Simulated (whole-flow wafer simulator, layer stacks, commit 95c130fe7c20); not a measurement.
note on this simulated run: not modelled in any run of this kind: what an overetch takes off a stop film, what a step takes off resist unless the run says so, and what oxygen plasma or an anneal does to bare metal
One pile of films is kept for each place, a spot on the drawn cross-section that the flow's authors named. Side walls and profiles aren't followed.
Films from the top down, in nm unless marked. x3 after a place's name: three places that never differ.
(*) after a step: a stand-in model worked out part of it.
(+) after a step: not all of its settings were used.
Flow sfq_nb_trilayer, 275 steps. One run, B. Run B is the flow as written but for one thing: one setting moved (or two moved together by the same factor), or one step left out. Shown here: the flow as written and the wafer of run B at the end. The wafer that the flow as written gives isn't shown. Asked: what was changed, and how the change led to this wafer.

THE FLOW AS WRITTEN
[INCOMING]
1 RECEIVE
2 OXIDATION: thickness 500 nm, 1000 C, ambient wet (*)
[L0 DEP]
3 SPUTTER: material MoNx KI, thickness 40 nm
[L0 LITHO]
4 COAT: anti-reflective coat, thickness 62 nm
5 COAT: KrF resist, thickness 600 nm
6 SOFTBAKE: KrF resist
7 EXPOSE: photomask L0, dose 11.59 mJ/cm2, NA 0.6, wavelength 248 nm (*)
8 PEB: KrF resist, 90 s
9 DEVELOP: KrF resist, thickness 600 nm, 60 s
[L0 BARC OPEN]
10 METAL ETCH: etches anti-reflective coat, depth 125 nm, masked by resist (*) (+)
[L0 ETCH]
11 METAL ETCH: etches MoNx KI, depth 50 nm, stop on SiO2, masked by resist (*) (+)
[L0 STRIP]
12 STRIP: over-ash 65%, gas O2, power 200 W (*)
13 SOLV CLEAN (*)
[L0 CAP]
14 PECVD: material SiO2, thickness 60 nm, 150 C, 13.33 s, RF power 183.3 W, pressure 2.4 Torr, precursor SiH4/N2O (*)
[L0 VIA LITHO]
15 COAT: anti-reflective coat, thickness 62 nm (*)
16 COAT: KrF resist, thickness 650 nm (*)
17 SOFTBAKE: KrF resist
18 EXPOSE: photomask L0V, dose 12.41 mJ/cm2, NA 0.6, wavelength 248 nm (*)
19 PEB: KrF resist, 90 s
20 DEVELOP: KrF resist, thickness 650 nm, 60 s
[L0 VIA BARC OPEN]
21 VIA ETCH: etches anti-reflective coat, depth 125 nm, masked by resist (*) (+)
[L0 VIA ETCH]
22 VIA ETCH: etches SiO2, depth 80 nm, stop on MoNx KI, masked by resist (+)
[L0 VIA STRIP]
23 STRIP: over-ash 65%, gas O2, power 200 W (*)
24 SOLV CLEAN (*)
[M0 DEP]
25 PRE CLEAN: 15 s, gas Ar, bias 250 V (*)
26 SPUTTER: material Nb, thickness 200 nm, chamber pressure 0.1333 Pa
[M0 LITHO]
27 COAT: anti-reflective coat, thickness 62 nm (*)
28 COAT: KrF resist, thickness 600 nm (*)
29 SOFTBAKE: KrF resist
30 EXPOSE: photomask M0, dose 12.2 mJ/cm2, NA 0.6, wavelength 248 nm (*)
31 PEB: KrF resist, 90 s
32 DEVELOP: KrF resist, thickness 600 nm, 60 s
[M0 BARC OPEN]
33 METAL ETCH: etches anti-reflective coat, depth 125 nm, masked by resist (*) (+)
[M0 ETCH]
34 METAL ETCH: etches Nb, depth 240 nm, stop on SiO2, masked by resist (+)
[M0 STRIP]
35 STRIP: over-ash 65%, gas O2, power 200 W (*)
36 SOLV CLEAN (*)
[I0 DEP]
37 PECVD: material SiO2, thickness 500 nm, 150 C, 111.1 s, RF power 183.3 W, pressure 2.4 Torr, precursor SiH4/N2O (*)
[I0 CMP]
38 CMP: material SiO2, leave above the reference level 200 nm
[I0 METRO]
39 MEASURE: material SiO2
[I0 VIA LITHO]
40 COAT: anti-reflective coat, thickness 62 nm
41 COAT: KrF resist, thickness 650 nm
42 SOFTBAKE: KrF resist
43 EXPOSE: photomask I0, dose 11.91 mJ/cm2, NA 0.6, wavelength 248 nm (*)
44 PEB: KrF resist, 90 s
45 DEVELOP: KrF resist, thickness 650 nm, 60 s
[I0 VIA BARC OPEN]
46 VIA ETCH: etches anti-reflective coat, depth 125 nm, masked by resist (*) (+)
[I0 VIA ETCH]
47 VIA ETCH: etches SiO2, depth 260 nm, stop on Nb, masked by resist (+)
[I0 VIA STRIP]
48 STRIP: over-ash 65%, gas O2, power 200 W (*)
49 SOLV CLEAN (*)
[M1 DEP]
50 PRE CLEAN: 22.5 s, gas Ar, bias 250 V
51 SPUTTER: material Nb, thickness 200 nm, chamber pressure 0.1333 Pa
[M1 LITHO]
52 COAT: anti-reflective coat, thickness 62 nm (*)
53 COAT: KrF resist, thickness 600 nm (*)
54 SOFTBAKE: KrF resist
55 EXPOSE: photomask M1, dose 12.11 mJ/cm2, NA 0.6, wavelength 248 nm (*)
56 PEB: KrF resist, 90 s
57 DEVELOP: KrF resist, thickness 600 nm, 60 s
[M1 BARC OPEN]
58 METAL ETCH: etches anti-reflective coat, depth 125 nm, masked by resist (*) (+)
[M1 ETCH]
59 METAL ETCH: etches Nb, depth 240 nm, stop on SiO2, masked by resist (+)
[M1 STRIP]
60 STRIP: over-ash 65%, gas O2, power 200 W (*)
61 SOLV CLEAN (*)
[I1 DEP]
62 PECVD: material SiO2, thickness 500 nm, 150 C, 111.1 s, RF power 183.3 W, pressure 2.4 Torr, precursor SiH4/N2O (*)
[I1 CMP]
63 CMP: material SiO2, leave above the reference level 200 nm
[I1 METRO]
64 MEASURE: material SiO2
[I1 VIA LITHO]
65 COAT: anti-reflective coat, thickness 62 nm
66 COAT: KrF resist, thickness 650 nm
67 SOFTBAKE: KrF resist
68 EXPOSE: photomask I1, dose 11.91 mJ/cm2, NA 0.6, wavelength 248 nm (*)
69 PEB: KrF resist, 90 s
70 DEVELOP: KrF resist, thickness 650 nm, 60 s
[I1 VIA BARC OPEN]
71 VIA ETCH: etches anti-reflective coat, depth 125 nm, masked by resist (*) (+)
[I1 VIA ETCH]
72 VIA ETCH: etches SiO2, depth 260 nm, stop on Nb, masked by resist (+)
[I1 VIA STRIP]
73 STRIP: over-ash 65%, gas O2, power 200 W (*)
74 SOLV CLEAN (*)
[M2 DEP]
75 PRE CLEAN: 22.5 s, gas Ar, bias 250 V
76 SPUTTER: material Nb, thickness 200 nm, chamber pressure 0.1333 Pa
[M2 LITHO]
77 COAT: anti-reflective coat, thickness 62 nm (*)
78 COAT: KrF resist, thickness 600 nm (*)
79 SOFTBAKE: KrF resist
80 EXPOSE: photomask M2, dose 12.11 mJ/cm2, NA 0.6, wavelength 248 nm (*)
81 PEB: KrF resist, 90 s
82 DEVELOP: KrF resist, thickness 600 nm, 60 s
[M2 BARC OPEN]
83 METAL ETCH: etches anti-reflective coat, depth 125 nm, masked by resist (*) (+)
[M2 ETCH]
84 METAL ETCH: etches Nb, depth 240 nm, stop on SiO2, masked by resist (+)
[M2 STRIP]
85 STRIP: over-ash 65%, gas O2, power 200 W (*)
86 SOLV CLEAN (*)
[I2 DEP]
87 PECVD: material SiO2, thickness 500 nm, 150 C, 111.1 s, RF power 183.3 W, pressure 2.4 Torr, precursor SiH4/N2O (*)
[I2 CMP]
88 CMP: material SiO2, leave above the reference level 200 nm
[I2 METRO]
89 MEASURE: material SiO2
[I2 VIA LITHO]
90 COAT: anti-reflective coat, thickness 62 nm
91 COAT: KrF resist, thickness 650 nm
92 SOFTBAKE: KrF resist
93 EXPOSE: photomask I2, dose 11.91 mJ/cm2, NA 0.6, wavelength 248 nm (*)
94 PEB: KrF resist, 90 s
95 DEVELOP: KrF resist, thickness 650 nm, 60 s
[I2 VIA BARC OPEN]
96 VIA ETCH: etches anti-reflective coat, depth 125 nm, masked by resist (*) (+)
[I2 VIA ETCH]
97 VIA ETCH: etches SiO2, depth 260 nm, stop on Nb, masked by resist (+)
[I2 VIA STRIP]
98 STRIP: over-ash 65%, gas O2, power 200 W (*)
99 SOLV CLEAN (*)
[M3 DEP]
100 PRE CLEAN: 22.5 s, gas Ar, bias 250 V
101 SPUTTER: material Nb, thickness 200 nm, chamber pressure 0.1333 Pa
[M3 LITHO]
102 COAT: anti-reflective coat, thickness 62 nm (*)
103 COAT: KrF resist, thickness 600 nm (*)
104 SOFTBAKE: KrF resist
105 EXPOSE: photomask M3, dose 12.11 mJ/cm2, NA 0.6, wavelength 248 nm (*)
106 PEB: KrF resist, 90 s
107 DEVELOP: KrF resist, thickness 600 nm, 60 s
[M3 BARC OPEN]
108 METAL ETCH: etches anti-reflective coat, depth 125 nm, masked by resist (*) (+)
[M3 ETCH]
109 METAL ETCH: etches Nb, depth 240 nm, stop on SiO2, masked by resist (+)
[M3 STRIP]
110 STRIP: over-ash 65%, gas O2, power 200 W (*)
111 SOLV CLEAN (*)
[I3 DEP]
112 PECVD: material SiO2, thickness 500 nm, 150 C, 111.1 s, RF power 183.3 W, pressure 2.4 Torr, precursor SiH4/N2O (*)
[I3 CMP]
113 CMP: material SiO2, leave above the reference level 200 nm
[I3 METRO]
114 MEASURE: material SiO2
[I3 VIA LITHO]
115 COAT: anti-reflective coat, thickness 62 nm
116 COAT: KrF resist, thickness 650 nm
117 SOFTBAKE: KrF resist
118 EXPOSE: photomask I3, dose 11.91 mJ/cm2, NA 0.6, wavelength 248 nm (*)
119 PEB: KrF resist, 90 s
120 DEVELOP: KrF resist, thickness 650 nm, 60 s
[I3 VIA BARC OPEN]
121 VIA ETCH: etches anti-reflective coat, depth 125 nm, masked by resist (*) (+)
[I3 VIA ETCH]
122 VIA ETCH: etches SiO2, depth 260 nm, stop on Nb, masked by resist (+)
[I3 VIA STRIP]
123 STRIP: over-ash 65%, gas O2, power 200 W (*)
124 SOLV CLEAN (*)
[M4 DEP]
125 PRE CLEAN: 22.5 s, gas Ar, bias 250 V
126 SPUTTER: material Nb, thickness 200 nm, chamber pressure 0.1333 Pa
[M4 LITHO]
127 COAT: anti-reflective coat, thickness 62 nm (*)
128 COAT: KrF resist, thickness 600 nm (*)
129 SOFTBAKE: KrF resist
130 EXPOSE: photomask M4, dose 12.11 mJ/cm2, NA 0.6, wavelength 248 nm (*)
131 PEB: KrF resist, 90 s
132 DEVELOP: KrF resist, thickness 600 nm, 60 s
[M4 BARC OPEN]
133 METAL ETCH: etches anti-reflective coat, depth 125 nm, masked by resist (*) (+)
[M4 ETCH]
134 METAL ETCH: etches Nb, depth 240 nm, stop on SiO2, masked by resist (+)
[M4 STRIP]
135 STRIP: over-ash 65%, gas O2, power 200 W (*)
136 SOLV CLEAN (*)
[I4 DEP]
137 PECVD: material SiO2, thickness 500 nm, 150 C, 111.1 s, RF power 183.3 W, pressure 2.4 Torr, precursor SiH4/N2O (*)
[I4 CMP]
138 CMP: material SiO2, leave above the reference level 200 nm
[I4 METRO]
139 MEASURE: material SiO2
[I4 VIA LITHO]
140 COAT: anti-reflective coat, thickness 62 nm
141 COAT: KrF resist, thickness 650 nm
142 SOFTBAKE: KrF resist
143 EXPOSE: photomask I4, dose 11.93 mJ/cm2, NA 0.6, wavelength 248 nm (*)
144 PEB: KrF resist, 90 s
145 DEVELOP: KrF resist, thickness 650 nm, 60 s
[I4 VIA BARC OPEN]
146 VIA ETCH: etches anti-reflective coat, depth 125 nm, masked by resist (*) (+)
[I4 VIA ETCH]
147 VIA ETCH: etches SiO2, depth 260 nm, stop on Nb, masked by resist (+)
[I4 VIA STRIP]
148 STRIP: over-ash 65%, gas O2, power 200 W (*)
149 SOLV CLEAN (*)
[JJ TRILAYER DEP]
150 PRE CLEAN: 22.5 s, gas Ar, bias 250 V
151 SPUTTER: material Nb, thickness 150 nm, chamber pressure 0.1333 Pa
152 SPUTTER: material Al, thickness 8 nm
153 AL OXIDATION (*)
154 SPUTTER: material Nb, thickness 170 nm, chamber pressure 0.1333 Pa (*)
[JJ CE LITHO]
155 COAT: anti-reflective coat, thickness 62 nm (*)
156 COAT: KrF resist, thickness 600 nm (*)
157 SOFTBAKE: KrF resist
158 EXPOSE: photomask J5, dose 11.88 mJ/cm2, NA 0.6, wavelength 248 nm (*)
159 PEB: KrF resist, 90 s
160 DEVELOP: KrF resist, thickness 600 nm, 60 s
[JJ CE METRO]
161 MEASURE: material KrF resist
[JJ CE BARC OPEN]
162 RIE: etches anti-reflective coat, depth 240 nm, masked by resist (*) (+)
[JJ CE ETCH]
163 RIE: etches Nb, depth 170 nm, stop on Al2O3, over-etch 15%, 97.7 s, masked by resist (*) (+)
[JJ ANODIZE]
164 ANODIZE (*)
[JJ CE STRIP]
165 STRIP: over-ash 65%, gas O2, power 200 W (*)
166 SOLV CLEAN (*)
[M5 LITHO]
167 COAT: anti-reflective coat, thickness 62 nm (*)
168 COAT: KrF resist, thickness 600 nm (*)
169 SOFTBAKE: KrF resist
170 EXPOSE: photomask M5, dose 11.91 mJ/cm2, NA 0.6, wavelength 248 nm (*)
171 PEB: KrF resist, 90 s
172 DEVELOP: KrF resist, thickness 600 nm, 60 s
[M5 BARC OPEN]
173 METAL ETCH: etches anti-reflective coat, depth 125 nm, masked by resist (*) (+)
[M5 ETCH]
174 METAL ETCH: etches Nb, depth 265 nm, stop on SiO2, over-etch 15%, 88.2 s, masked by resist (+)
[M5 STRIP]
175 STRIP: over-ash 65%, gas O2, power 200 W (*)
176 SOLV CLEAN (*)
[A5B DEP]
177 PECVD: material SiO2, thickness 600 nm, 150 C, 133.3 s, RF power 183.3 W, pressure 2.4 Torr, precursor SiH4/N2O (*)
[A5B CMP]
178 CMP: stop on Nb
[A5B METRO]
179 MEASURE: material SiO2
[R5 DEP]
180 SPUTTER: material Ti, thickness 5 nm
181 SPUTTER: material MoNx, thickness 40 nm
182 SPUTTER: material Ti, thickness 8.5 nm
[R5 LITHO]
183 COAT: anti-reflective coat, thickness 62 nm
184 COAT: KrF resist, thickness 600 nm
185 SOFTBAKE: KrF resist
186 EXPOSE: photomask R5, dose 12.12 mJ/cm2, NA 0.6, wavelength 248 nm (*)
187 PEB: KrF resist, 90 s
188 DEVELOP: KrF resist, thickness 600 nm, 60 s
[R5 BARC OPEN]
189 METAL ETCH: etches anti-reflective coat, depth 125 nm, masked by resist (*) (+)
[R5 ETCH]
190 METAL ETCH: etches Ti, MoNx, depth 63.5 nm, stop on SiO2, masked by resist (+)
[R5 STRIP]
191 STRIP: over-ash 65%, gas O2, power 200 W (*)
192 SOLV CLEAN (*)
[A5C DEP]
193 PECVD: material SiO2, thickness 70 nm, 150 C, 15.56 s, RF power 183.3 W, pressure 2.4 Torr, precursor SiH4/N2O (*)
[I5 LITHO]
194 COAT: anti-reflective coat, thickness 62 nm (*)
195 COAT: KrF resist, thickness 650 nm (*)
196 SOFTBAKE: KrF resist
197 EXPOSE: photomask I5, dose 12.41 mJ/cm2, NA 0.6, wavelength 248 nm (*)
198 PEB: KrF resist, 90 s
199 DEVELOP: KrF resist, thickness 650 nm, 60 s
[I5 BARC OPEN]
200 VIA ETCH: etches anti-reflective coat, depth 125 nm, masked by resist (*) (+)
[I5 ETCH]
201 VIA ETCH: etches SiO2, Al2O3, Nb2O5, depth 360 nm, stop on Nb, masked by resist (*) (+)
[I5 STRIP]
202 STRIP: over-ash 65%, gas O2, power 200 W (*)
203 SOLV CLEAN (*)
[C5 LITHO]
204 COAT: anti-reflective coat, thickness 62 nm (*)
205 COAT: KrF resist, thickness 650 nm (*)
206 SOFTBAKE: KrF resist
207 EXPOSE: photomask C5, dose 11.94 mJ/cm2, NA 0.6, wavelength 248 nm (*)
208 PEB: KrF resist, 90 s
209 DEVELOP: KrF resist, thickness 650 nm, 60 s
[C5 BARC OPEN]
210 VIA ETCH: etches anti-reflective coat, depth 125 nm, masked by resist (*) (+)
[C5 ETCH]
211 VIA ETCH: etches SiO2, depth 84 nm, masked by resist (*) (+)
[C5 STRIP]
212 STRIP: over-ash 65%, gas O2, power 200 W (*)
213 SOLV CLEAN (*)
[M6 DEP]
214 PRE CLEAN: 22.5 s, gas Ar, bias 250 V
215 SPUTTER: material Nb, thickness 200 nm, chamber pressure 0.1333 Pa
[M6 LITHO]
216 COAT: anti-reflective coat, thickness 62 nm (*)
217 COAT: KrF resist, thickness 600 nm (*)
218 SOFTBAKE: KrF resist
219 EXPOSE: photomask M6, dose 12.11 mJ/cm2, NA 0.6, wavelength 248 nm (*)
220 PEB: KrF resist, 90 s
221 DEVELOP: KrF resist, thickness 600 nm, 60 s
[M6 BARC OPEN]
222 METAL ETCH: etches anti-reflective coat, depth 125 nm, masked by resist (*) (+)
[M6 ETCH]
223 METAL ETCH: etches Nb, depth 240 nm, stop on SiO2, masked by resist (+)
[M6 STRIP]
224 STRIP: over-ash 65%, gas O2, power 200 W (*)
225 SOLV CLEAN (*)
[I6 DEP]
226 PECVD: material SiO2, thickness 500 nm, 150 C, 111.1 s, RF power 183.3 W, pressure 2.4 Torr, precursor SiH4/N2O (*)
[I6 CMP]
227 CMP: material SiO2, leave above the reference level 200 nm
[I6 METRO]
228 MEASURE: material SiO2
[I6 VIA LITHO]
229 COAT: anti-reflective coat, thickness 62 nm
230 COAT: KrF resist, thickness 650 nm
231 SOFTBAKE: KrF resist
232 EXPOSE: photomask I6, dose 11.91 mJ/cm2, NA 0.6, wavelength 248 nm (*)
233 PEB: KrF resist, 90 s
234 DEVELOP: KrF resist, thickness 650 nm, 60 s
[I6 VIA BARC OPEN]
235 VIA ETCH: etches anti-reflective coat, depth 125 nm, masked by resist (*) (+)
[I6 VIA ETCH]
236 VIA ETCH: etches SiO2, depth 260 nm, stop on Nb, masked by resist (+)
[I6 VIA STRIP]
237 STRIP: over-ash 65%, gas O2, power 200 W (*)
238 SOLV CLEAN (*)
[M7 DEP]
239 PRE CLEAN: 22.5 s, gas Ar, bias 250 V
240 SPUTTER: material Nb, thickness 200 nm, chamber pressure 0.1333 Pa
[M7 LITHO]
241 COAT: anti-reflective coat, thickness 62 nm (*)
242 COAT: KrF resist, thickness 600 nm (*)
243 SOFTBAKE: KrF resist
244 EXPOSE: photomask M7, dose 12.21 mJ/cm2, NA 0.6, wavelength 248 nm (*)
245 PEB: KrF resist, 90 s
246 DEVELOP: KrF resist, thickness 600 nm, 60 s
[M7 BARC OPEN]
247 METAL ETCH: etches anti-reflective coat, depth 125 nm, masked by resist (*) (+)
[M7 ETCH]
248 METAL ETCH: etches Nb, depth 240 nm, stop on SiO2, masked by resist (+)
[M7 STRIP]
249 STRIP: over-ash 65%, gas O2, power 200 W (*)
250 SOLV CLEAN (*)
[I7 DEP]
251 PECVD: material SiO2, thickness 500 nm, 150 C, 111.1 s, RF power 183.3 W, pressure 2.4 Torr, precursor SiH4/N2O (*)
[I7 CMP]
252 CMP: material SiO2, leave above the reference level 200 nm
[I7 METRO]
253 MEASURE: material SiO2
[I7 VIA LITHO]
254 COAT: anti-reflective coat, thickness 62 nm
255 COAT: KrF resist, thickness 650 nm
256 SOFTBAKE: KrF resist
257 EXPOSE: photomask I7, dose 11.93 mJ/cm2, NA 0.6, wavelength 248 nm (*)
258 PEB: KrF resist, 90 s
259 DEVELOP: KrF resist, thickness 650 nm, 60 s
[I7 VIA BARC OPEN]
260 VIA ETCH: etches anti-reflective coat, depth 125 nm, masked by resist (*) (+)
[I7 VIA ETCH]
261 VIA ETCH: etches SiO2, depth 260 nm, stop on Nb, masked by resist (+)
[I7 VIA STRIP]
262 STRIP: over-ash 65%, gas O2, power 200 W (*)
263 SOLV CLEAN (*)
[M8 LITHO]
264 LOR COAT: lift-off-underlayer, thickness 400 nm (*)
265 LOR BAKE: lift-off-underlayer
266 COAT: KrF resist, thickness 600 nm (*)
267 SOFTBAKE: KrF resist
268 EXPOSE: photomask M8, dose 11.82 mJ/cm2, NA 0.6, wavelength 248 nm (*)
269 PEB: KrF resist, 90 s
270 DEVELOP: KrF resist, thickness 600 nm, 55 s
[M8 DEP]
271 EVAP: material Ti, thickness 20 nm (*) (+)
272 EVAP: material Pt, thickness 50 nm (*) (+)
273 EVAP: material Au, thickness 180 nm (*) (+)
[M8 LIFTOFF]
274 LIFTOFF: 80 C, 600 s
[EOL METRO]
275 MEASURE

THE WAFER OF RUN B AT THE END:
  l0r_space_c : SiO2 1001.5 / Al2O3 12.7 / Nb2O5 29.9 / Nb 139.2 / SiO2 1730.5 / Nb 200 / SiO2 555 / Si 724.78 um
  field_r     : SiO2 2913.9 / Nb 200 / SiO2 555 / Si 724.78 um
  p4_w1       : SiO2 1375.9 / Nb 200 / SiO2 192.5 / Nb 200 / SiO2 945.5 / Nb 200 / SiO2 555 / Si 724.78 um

The cause: step 76, SPUTTER: thickness 168 nm was run, where the flow has thickness 200 nm.

How the change led to this, step by step:
  76 SPUTTER: material Nb, thickness 200 nm, chamber pressure 0.1333 Pa
      field_l, v_sur, via_wl and 102 more: Nb +168 (new film) (as written it would be: Nb +200 (new film))
      via_v: Nb +147 (as written it would be: Nb +174.5)
  84 METAL ETCH: etches Nb, depth 240 nm, stop on SiO2, masked by resist (+)
      field_l, be, be_sur and 81 more: Nb -168 (all of it) (as written it would be: Nb -200 (all of it))
  88 CMP: material SiO2, leave above the reference level 200 nm
      field_l, be, be_sur and 81 more: SiO2 -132 (as written it would be: SiO2 -100)
